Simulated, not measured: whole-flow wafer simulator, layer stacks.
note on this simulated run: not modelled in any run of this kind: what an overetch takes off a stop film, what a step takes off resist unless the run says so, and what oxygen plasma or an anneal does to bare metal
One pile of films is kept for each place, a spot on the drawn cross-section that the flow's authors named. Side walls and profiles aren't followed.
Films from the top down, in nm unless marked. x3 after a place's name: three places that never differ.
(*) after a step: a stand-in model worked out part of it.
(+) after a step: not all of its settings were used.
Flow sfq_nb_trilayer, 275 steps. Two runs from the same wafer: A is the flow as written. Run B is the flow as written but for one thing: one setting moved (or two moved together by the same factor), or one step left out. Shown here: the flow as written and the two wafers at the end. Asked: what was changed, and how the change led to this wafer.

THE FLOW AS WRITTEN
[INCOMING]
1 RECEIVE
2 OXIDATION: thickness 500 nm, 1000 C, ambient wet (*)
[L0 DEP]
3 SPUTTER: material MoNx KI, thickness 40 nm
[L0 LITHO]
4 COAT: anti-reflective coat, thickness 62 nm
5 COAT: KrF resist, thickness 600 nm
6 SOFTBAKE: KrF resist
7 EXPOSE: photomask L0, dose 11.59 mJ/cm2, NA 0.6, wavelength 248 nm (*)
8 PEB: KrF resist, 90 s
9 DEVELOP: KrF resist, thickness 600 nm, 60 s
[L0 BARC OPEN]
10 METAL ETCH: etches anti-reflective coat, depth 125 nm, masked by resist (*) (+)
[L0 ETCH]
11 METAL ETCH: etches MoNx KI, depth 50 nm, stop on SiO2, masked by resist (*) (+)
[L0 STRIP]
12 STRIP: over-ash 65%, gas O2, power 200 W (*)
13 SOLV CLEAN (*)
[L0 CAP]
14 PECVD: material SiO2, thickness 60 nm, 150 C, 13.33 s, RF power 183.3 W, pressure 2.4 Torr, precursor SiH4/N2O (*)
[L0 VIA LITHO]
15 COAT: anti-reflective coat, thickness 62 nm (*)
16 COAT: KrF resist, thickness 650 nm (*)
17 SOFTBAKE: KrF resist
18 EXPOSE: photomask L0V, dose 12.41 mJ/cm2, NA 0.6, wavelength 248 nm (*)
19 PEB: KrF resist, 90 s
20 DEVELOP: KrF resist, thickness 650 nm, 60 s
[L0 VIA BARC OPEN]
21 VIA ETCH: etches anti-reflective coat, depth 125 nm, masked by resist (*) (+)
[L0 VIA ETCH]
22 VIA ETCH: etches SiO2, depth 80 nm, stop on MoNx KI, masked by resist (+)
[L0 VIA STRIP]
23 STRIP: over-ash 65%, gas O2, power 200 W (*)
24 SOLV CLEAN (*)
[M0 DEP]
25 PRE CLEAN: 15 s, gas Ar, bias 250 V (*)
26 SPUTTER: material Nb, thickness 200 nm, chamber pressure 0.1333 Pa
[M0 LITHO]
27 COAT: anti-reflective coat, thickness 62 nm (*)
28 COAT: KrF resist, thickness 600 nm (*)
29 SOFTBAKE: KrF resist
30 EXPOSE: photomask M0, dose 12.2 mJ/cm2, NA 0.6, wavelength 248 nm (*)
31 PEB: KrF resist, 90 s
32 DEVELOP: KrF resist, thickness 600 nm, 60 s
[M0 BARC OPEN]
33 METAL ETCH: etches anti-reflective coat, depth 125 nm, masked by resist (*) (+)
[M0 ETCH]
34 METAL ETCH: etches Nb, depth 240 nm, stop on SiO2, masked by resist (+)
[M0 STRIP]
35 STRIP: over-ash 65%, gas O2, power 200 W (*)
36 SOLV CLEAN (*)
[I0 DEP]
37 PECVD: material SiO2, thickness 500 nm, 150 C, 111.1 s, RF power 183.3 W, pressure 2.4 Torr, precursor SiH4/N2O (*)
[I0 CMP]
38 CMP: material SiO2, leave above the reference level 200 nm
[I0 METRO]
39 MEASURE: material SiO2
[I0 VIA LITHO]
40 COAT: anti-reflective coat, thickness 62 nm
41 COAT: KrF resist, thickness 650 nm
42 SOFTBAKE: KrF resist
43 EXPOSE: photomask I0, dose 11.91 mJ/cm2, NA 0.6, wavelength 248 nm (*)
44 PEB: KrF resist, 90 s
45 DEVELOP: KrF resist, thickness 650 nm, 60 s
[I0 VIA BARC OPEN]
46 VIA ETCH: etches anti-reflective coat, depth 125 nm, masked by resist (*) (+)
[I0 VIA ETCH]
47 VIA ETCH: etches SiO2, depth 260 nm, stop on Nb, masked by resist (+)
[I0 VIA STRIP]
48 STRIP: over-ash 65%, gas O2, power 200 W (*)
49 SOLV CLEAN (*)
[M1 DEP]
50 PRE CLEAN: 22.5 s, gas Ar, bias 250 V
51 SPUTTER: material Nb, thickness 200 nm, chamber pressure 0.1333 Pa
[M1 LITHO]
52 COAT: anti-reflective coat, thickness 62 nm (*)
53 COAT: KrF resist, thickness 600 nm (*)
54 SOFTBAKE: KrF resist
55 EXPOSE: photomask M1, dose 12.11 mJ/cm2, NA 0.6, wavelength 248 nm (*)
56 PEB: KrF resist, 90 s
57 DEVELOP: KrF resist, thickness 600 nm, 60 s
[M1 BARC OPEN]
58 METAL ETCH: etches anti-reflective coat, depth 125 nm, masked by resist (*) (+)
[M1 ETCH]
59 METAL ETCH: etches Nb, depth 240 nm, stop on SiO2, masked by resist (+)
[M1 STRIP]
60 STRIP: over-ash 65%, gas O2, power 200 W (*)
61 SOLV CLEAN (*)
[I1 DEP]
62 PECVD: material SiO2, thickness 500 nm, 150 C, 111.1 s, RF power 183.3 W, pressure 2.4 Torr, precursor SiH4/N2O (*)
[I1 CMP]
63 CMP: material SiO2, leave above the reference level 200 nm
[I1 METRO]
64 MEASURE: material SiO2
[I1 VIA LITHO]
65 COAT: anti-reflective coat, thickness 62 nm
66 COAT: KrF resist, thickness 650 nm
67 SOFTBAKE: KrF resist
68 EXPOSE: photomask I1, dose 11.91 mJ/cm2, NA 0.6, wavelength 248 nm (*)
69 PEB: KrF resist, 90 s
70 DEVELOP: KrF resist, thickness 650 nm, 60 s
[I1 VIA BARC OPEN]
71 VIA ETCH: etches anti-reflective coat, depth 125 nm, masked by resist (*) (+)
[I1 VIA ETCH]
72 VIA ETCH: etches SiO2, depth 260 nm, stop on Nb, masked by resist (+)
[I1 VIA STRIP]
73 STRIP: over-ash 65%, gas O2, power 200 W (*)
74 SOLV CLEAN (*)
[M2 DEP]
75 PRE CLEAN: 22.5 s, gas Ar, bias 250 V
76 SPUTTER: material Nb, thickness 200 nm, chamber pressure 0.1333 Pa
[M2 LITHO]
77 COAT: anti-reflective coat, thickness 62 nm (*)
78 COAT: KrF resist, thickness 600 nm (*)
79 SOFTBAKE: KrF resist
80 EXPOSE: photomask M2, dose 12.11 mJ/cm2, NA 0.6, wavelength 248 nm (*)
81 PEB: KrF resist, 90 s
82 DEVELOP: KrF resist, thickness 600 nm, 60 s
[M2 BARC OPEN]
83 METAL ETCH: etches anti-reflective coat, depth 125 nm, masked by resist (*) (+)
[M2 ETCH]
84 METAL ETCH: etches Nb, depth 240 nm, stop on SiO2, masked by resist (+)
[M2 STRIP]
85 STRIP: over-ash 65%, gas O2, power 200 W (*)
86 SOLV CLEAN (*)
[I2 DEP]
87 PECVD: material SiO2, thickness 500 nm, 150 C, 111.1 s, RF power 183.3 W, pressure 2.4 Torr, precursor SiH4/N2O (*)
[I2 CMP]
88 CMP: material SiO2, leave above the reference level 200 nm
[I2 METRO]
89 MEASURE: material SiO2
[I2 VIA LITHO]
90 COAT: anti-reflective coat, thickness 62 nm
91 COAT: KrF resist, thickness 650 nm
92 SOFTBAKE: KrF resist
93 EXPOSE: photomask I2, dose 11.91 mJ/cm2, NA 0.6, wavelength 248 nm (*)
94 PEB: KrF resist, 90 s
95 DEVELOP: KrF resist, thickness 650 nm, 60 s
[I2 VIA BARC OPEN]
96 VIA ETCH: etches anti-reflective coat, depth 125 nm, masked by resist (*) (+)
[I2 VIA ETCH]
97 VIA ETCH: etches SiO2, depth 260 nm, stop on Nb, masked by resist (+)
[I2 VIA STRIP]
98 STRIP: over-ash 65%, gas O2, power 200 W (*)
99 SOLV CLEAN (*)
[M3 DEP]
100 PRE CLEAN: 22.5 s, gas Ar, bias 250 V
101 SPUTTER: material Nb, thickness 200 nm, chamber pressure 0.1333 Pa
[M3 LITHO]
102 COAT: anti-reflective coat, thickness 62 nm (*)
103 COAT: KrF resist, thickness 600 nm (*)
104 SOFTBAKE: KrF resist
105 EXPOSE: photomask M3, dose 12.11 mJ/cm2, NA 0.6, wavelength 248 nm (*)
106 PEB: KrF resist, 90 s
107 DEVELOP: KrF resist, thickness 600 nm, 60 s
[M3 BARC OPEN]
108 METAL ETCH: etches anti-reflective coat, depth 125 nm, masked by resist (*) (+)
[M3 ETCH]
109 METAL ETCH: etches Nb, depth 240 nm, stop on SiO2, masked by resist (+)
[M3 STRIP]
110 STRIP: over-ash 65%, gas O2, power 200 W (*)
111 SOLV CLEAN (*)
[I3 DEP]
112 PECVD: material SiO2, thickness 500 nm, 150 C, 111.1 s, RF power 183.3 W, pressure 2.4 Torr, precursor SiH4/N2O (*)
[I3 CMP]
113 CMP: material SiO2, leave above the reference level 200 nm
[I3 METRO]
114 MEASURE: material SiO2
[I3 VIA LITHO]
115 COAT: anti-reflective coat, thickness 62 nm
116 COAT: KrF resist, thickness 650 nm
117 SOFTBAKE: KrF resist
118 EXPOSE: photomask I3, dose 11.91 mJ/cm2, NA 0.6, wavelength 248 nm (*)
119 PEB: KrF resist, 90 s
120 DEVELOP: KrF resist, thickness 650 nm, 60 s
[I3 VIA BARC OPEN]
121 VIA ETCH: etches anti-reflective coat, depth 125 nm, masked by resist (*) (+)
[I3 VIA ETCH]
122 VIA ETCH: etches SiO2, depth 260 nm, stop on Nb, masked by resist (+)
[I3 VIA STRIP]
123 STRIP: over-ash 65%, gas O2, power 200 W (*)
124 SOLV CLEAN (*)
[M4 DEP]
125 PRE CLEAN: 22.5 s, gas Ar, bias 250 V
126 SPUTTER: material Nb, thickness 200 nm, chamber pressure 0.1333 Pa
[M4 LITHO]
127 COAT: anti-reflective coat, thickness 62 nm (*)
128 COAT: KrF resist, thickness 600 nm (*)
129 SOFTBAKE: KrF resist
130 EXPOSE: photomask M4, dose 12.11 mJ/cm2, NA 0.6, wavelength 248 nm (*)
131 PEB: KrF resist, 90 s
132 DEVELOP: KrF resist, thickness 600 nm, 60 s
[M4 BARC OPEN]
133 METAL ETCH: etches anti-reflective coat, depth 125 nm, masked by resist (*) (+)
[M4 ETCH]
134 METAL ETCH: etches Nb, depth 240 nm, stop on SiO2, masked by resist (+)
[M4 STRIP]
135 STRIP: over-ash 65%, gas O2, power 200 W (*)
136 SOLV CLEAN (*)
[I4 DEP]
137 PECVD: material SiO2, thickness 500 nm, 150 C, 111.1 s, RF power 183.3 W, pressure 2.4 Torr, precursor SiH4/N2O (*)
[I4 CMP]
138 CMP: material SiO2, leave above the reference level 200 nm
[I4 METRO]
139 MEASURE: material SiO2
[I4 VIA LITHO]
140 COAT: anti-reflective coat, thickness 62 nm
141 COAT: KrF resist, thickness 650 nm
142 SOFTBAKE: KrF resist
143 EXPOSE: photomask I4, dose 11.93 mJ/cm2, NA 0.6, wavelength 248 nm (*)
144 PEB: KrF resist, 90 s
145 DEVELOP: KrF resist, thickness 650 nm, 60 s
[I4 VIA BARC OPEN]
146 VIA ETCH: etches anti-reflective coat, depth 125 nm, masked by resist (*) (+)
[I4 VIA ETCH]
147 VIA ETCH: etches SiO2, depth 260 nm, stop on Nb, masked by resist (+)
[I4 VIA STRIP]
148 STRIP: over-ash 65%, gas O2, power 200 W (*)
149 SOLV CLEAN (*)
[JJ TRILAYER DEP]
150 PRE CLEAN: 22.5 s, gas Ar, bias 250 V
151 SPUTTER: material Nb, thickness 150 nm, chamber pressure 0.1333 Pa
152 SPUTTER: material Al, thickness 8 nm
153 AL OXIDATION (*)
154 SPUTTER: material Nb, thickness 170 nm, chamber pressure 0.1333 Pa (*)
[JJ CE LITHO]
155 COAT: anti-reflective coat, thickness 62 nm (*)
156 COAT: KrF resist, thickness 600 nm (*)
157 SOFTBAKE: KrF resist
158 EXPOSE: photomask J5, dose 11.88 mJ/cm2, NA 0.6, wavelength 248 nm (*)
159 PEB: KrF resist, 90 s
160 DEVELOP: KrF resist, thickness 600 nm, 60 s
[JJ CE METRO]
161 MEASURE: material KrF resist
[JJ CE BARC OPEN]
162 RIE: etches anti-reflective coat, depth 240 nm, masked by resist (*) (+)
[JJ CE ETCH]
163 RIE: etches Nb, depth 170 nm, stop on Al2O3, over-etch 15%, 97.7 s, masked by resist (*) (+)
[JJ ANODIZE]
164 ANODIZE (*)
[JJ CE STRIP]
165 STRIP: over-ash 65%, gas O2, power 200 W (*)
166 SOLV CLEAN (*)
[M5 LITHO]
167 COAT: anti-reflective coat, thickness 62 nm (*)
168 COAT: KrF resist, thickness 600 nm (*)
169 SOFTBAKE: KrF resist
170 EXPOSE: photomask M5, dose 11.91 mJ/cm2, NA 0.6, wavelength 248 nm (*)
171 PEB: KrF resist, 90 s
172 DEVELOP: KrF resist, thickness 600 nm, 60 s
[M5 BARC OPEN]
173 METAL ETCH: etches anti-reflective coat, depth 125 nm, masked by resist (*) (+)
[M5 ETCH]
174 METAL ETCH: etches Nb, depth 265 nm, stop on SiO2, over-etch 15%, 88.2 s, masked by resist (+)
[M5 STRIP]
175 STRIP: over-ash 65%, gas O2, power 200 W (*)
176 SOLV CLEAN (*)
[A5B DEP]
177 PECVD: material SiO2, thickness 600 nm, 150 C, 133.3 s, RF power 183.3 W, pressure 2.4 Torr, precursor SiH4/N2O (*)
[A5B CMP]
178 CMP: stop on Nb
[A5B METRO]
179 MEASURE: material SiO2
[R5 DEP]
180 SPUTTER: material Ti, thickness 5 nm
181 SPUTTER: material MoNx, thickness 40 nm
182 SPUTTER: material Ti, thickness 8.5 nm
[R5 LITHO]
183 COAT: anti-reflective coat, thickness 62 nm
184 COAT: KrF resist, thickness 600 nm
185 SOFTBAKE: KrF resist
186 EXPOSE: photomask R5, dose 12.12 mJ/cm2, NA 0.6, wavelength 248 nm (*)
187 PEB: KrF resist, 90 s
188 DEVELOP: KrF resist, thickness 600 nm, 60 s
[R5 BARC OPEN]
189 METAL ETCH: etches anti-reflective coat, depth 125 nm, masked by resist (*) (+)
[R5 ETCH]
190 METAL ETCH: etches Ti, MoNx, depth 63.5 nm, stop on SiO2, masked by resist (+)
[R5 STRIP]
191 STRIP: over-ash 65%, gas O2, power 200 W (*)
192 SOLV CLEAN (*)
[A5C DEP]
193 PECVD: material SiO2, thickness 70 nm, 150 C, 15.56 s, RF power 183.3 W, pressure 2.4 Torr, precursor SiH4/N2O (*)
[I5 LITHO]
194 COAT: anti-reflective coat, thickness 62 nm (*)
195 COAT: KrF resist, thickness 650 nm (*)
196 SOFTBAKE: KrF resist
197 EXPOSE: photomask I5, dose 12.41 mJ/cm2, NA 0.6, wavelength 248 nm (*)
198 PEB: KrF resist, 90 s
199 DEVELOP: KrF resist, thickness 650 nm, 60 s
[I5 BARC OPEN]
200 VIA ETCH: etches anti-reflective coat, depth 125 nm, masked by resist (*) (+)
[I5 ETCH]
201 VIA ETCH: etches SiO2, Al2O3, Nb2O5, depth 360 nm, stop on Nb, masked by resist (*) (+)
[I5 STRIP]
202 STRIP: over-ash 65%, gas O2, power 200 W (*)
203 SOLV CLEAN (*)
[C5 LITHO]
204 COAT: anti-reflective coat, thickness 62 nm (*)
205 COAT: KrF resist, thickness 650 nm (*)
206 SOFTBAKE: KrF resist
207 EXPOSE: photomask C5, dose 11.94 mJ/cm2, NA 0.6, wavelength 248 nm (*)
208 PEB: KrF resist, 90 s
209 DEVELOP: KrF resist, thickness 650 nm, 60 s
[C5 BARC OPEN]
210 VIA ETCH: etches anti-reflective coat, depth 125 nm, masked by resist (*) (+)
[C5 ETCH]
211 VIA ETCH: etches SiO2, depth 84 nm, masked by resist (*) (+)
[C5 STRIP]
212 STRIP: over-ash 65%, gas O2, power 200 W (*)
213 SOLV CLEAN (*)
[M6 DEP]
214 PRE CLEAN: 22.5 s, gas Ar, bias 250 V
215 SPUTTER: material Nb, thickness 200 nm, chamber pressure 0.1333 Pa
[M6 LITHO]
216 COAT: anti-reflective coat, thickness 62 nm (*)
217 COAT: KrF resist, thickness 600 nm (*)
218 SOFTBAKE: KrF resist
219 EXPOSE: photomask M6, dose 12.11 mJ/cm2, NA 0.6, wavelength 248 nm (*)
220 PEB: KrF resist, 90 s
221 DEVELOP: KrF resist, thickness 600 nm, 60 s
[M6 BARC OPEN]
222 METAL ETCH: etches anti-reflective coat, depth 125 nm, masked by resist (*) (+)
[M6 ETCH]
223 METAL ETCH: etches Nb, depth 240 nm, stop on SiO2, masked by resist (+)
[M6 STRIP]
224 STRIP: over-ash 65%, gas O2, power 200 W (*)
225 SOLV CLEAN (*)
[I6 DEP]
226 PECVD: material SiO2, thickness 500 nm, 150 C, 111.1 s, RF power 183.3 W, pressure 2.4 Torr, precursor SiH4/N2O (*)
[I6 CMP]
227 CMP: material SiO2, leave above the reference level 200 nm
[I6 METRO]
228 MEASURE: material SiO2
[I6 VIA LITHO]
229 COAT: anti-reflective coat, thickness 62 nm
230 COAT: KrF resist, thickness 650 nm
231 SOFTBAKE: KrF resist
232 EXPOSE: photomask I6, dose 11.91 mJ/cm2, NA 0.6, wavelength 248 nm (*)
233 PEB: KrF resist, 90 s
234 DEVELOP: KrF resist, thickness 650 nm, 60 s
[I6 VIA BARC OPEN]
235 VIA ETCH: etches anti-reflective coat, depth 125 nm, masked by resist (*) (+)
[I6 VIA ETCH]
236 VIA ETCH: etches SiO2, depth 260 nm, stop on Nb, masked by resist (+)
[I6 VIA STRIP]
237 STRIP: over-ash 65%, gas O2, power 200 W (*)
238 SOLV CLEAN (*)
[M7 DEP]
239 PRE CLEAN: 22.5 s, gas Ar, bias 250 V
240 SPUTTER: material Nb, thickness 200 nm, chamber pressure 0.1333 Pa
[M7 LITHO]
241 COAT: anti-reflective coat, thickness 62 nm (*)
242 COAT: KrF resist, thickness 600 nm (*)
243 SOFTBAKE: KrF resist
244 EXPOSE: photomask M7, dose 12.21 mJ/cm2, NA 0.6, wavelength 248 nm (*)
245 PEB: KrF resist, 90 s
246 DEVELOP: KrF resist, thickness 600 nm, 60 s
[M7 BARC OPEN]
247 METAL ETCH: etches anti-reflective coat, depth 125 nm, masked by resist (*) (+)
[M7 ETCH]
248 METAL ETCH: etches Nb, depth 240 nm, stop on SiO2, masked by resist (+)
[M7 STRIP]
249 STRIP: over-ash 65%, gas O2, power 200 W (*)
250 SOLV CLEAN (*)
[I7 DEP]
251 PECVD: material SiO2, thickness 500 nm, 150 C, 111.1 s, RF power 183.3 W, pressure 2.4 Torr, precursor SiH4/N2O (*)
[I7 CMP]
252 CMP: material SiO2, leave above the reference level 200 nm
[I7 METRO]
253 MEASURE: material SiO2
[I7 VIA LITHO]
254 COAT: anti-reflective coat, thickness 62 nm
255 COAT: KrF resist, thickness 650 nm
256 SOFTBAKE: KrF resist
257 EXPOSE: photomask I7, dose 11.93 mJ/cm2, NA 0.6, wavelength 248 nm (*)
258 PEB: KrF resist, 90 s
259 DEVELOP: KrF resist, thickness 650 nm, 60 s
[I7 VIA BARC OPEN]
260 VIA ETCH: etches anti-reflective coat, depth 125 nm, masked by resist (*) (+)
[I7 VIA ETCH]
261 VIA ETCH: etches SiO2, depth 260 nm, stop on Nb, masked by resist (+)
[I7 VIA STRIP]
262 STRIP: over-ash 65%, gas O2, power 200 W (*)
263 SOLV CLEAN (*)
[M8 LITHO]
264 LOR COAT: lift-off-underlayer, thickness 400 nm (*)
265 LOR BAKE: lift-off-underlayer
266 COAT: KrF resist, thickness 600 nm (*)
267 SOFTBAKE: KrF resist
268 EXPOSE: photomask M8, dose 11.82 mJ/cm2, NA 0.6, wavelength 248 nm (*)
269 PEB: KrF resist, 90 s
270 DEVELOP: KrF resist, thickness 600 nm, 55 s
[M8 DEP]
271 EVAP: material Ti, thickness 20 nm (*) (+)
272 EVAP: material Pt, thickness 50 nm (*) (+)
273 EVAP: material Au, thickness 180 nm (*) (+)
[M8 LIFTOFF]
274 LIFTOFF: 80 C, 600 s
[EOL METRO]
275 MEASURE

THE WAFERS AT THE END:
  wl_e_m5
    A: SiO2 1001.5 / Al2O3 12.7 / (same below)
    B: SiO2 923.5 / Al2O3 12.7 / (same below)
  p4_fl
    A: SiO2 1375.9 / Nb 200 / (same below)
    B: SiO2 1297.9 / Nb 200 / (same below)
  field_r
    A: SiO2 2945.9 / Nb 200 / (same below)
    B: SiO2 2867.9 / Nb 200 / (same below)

The cause: step 215, SPUTTER: thickness 122 nm was run, where the flow has thickness 200 nm.

How the change led to this, step by step:
  215 SPUTTER: material Nb, thickness 200 nm, chamber pressure 0.1333 Pa
      field_l, v_sur, via_wl and 100 more: A Nb +200 (new film) | B Nb +122 (new film)
      be: A Nb +147.3 | B Nb +90.3
      (and at 2 more places)
  216 COAT: anti-reflective coat, thickness 62 nm (*)
      be: A anti-reflective coat +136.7 (new film) | B anti-reflective coat +130.4 (new film)
      be_sur: A anti-reflective coat +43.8 (new film) | B anti-reflective coat +42.9 (new film)
      (and at 1 more place)
  223 METAL ETCH: etches Nb, depth 240 nm, stop on SiO2, masked by resist (+)
      field_l, gap, moat and 76 more: A Nb -200 (all of it) | B Nb -122 (all of it)
      v_sur, via_wl, via_w and 24 more: A KrF resist -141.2 | B KrF resist -107.6
  224 STRIP: over-ash 65%, gas O2, power 200 W (*)
      wl_j_sl, wl_j_sr: A KrF resist -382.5 (all of it), anti-reflective coat -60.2 (all of it) | B KrF resist -416.1 (all of it), anti-reflective coat -60.2 (all of it)
      wl_c_m6, wl_f_m6: A KrF resist -382.3 (all of it), anti-reflective coat -62 (all of it) | B KrF resist -415.8 (all of it), anti-reflective coat -62 (all of it)
      (and at 23 more places)
  226 PECVD: material SiO2, thickness 500 nm, 150 C, 111.1 s, RF power 183.3 W, pressure 2.4 Torr, precursor SiH4/N2O (*)
      gap, wl_a_sl, m6r_space_l x2: A SiO2 +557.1 | B SiO2 +500
      be: A SiO2 +693.5 (new film) | B SiO2 +664 (new film)
  227 CMP: material SiO2, leave above the reference level 200 nm
      field_l, p4_fl, p4_fm and 59 more: A SiO2 -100 | B SiO2 -178
      moat, field_r, lsp_l, ln_m5, lsp_m: A SiO2 -93.6 | B SiO2 -178
      (and at 13 more places)
